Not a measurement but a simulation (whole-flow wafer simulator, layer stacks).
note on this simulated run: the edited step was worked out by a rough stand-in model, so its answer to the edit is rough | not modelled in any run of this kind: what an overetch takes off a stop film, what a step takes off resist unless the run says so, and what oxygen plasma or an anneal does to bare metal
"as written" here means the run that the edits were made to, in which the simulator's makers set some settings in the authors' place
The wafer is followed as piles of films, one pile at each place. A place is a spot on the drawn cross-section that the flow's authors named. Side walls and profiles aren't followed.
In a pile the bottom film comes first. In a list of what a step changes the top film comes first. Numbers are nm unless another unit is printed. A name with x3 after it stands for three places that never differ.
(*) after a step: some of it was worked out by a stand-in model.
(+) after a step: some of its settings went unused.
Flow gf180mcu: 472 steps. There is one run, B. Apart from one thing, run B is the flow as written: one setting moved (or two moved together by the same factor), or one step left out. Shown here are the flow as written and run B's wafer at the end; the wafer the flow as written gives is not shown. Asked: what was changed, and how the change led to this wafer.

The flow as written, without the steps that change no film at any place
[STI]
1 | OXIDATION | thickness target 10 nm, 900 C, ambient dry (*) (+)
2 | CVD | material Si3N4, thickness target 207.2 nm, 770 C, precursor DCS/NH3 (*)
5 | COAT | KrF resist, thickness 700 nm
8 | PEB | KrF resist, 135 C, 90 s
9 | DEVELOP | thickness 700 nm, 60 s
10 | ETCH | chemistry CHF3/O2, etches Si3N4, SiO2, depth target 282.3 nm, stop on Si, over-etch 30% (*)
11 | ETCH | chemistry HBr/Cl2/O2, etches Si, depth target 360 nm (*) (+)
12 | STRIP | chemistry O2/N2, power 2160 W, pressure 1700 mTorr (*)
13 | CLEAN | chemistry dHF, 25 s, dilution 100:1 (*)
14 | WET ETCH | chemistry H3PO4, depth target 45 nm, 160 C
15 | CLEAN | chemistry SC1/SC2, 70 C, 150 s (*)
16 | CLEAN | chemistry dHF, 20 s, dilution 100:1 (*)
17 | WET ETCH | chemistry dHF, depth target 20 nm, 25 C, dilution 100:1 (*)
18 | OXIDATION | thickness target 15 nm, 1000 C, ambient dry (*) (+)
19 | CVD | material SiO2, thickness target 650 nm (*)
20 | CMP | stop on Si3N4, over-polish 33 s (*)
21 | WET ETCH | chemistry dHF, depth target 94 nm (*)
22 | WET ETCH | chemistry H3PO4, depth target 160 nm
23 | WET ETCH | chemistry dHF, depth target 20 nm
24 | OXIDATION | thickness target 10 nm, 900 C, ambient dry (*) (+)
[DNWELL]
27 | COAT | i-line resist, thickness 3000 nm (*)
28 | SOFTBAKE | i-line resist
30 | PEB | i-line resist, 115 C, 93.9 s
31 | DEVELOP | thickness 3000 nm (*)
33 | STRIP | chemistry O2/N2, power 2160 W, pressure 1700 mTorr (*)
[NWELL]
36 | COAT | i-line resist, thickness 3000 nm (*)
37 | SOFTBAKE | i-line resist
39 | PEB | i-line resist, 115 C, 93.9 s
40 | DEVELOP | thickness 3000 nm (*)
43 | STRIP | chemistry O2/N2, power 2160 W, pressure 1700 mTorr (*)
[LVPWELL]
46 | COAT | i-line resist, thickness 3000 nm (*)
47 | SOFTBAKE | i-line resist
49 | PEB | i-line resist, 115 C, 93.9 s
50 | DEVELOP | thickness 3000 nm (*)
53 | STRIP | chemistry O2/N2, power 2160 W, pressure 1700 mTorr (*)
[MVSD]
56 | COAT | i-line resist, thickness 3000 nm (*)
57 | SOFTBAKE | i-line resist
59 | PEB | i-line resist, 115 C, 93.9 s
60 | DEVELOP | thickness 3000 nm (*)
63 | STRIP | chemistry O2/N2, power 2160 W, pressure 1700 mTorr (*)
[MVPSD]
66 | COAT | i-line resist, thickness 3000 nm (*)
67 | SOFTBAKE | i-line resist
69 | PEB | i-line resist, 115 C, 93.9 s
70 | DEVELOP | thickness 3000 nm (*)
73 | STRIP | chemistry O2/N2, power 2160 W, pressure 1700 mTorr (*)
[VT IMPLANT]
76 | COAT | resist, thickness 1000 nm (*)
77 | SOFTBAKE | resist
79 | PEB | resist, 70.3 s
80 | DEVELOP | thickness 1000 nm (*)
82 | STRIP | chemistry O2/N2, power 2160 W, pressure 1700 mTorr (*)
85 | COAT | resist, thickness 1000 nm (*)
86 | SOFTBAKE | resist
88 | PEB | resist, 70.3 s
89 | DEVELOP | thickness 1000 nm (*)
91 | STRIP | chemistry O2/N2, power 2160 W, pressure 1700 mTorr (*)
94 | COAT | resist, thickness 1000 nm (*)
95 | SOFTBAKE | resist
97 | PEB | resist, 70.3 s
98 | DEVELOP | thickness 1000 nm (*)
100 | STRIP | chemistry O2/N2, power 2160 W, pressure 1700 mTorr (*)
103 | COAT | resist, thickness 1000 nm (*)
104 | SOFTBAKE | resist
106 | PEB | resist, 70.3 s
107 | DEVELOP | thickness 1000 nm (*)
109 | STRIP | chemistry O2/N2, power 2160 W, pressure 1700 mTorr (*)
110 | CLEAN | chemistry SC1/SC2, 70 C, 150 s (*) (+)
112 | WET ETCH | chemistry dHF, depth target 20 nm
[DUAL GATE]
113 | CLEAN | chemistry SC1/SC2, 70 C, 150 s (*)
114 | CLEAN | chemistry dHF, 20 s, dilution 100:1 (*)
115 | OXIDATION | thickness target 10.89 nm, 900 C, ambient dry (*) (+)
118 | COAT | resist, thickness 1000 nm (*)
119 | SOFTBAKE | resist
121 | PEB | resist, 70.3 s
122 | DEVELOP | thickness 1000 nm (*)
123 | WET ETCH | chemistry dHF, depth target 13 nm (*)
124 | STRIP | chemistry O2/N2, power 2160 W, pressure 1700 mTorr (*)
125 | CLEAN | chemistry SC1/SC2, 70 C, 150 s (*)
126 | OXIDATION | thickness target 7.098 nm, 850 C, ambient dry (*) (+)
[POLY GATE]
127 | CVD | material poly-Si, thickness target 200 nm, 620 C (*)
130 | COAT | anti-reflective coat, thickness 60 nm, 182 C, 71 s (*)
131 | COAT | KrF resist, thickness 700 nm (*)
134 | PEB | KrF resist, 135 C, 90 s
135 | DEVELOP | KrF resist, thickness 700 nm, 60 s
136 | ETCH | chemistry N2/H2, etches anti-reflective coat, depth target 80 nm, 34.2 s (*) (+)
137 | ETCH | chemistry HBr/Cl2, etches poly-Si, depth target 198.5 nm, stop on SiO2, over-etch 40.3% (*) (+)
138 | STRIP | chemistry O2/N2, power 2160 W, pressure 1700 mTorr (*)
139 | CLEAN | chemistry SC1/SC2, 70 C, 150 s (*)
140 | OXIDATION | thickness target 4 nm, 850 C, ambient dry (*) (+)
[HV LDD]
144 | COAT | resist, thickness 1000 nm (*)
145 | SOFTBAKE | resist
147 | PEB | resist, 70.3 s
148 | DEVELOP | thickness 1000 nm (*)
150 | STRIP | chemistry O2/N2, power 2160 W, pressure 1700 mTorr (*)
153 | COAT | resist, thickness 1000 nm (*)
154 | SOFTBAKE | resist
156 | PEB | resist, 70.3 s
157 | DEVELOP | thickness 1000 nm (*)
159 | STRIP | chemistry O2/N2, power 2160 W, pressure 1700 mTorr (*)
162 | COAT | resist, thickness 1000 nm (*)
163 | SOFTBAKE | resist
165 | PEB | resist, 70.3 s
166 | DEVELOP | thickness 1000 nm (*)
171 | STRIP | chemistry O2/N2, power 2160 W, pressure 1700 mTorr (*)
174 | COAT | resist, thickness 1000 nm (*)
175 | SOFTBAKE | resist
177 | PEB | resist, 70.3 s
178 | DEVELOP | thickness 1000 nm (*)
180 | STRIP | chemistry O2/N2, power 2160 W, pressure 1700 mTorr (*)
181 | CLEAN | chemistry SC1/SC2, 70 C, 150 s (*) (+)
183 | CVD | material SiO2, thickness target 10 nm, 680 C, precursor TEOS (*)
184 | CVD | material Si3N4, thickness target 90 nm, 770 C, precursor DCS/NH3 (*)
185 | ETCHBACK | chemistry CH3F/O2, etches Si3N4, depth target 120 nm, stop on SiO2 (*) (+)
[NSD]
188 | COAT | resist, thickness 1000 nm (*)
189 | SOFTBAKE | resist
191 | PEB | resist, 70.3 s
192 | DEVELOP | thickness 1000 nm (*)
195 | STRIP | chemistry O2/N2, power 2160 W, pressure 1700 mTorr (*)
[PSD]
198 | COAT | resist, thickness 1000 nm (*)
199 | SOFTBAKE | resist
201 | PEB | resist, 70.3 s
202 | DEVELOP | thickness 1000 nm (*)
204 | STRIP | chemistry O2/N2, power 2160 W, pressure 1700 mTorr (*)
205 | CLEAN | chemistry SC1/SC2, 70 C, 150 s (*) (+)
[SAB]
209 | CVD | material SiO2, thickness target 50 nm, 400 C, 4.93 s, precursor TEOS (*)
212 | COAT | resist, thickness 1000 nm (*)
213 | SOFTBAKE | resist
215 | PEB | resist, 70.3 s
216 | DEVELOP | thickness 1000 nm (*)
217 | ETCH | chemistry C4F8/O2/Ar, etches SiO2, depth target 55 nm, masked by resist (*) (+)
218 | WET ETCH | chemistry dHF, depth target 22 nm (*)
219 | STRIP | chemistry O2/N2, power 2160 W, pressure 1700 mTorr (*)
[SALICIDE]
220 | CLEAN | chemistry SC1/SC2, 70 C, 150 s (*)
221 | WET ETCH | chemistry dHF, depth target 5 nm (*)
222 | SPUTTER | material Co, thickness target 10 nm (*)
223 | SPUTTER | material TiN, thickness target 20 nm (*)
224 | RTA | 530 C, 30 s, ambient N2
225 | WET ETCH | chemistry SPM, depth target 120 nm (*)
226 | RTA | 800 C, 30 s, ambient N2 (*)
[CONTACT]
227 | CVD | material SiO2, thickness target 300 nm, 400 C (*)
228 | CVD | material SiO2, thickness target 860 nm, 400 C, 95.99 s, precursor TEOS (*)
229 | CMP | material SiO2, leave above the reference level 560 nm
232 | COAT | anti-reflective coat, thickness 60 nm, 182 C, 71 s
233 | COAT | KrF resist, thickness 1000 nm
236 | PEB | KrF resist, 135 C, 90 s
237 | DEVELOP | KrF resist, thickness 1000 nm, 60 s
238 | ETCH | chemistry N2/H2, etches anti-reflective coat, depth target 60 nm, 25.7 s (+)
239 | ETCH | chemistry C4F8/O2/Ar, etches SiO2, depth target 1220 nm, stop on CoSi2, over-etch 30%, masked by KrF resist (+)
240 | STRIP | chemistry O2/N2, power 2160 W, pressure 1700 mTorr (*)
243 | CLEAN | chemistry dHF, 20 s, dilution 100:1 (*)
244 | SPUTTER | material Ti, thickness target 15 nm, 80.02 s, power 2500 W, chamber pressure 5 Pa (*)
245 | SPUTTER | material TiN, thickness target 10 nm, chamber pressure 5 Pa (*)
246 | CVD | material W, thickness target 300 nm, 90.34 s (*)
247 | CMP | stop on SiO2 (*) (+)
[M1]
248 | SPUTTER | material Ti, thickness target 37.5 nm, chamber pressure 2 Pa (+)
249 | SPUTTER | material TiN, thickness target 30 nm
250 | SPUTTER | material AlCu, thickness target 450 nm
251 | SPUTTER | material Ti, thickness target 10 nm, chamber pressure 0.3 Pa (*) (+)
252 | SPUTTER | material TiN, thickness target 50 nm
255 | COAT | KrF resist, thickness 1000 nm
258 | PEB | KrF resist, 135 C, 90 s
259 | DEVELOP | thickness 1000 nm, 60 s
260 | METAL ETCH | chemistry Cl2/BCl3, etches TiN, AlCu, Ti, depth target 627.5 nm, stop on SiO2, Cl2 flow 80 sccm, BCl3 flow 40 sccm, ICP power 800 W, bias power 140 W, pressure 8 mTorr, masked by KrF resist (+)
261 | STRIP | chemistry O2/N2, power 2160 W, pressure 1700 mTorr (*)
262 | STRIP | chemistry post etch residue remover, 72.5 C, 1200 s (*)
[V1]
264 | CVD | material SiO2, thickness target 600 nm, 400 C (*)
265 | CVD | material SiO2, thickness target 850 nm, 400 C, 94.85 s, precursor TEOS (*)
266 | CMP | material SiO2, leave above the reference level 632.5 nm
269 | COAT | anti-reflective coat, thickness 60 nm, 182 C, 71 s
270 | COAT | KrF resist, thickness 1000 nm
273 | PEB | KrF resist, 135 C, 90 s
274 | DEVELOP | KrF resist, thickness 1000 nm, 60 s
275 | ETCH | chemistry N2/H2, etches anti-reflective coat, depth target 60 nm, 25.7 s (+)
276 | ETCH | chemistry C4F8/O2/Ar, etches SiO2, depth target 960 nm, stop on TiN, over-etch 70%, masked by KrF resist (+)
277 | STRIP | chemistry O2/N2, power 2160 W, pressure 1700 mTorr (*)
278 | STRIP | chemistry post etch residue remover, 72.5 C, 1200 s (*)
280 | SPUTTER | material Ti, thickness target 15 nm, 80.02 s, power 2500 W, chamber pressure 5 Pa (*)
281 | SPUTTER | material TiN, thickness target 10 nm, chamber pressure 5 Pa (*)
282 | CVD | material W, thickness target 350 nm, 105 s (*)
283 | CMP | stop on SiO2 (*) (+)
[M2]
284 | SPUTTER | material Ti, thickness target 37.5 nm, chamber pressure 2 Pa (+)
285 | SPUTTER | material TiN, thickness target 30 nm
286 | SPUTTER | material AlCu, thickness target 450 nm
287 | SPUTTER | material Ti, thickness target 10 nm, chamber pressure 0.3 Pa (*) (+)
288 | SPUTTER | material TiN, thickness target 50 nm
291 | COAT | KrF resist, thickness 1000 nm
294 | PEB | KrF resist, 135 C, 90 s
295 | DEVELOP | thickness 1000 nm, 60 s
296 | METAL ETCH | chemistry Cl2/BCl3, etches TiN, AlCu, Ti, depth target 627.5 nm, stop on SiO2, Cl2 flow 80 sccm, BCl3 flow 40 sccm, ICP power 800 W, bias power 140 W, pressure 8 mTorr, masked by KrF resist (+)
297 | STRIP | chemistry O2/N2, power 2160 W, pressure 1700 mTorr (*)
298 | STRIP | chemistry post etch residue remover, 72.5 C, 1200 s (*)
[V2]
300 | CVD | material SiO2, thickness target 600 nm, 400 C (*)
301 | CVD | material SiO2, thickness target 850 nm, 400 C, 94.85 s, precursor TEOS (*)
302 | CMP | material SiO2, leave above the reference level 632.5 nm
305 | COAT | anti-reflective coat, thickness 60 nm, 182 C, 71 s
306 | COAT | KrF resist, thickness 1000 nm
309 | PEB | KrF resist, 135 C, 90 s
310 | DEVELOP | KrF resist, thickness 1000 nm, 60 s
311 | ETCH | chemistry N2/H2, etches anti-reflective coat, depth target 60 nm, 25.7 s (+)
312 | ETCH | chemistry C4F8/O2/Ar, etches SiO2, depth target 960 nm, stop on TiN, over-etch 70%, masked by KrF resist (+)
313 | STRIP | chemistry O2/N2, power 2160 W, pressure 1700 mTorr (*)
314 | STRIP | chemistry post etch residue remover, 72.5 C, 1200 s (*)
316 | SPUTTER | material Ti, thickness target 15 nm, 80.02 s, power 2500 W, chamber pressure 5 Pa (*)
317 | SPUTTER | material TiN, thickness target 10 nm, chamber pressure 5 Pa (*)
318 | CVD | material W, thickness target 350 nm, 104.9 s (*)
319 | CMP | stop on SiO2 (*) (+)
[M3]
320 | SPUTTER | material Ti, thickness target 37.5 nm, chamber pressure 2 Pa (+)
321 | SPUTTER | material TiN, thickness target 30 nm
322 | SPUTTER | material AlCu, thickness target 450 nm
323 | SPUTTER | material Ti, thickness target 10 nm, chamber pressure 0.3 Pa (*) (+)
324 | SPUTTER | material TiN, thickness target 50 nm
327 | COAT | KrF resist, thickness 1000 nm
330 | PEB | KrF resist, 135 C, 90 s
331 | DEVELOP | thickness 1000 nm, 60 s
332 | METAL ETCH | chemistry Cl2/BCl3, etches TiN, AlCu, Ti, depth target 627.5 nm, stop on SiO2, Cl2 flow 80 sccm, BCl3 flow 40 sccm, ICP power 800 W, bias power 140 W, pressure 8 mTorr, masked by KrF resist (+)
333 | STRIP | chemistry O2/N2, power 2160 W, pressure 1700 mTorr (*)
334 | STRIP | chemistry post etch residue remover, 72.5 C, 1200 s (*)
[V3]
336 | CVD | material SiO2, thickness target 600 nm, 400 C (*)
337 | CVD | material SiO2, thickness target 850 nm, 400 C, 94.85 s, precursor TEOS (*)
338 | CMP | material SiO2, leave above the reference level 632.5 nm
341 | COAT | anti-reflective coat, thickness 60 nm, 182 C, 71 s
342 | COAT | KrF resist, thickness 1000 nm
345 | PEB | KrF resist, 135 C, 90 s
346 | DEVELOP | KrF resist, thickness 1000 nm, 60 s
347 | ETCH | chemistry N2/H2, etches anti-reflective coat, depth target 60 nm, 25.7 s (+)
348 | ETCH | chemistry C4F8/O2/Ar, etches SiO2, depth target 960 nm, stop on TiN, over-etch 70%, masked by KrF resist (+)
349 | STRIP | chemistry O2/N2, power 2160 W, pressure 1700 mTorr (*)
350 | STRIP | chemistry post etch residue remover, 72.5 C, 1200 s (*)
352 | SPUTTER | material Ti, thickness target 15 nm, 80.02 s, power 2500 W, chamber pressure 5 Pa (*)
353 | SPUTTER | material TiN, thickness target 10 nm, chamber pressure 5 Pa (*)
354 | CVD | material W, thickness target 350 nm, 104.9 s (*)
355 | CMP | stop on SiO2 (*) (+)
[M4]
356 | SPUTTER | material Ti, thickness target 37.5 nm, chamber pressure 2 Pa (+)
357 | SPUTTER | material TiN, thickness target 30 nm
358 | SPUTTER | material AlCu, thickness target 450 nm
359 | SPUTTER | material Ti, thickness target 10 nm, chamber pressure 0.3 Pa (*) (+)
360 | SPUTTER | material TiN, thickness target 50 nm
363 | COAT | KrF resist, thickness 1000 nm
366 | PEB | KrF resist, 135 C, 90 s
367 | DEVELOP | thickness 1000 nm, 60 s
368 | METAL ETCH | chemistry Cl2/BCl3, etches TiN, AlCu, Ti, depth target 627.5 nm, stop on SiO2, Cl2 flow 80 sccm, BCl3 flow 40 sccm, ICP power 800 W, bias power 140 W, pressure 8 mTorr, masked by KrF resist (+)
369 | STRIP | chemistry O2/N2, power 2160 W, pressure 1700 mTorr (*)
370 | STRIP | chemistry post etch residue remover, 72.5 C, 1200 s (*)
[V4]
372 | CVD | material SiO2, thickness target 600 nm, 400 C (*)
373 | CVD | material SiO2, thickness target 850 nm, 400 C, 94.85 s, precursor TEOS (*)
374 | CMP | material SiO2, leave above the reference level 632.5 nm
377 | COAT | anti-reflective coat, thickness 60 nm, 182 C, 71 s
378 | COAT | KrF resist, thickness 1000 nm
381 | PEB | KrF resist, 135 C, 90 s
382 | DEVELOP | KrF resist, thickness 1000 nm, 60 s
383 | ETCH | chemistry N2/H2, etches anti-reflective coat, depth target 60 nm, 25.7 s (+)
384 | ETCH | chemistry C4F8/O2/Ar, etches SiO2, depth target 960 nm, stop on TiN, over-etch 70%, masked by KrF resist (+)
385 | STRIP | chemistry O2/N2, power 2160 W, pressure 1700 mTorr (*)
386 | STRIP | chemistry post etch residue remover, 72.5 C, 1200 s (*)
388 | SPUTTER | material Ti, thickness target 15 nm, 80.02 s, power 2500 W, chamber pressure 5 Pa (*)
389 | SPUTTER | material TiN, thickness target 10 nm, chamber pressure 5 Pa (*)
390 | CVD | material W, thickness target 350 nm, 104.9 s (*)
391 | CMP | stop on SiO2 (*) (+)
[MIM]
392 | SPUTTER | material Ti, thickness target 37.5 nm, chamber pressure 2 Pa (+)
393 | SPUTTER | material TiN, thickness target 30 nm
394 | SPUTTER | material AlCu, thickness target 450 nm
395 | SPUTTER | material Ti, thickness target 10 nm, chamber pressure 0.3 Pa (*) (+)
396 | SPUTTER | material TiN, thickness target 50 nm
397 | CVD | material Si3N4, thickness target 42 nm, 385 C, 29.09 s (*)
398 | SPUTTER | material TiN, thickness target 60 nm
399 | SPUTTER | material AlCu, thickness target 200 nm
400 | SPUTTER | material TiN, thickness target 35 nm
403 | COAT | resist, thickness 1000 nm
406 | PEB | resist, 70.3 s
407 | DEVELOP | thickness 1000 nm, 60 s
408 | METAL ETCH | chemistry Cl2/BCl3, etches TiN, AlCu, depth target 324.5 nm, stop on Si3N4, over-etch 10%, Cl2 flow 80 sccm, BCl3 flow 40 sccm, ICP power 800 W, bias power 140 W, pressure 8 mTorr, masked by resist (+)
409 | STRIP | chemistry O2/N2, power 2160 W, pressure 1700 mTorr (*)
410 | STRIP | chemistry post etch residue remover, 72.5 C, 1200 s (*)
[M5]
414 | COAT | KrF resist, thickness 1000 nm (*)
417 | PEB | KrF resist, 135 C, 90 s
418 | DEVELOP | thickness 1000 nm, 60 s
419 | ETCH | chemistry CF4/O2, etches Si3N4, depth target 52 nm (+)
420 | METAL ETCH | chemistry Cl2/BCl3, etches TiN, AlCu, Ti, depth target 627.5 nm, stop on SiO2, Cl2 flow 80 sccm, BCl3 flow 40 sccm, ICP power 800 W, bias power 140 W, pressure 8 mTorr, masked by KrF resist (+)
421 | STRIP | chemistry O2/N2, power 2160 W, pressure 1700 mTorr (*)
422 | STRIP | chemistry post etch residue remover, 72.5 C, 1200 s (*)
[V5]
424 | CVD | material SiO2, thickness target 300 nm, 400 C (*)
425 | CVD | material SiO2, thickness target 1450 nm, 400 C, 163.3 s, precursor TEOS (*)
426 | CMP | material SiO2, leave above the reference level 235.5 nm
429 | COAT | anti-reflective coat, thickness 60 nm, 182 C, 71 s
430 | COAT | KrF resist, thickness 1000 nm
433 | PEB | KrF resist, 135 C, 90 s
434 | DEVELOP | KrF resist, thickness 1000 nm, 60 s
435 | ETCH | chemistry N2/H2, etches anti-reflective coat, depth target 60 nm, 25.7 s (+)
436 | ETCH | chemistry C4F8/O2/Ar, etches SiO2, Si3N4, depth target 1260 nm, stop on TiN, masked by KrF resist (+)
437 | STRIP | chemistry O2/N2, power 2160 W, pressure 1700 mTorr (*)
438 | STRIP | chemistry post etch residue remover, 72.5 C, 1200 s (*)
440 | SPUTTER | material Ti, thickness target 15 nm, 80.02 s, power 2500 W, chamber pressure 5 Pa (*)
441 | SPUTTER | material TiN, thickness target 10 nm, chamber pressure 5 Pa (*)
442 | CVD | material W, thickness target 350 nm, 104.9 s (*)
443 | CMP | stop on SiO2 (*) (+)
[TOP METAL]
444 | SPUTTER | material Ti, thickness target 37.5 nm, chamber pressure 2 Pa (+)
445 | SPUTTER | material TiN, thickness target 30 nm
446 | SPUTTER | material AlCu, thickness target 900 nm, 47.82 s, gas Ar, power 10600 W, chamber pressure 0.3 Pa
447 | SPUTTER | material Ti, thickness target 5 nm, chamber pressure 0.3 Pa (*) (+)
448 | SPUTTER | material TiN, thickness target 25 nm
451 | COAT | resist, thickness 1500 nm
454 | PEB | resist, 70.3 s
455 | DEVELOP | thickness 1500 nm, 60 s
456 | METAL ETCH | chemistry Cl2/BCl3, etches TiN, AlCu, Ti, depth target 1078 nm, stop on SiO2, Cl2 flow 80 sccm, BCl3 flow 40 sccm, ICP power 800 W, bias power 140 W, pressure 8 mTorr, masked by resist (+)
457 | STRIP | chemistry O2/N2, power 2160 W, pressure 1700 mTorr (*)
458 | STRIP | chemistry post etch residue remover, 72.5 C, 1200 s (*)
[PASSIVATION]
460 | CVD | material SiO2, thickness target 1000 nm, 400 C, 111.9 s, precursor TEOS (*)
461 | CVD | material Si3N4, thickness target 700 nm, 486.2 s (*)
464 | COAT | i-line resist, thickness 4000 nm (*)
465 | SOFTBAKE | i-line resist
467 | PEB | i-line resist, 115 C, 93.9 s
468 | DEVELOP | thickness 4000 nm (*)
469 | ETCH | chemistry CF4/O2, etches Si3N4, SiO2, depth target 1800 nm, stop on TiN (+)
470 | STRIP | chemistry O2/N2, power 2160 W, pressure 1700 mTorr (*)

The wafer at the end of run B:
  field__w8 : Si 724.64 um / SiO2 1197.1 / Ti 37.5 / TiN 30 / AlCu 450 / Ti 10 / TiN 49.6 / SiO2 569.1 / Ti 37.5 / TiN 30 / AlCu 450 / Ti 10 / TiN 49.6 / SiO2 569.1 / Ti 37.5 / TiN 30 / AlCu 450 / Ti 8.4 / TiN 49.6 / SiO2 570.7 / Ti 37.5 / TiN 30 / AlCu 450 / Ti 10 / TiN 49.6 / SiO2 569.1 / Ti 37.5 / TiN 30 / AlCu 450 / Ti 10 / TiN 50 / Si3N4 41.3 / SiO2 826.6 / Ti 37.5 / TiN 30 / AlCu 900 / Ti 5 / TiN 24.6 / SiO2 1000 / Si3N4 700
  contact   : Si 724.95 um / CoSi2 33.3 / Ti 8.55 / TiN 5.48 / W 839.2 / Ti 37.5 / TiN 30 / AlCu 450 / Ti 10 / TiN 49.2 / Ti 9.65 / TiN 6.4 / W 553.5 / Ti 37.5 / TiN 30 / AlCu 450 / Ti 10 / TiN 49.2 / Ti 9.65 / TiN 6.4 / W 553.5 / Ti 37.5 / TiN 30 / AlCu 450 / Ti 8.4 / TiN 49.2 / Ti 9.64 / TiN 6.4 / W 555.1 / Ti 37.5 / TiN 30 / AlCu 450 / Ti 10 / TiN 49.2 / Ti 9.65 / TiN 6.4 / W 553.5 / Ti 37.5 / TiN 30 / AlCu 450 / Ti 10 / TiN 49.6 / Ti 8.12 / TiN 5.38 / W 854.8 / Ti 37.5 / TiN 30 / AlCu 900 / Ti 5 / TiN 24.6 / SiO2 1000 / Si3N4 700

What caused this: step 323, SPUTTER: thickness target 8.4 nm was run, whereas the flow has thickness target 10 nm.
The wafer itself shows it: field__w8 has Ti 8.4, and step 323 as written asks for 10 nm.

Step by step, how the change led to this:
  323 | SPUTTER | material Ti, thickness target 10 nm, chamber pressure 0.3 Pa (*) (+)
      field, field__w1, field__w2 and 108 more: +8.4 Ti (new film) (in the flow as written it would be: +10 Ti (new film))
  332 | METAL ETCH | chemistry Cl2/BCl3, etches TiN, AlCu, Ti, depth target 627.5 nm, stop on SiO2, Cl2 flow 80 sccm, BCl3 flow 40 sccm, ICP power 800 W, bias power 140 W, pressure 8 mTorr, masked by KrF resist (+)
      field, field__w1, field__w2 and 103 more: -50 TiN (all of it), -8.4 Ti (all of it), -450 AlCu (all of it), -30 TiN (all of it), -37.5 Ti (all of it) (in the flow as written it would be: -50 TiN (all of it), -10 Ti (all of it), -450 AlCu (all of it), -30 TiN (all of it), -37.5 Ti (all of it))
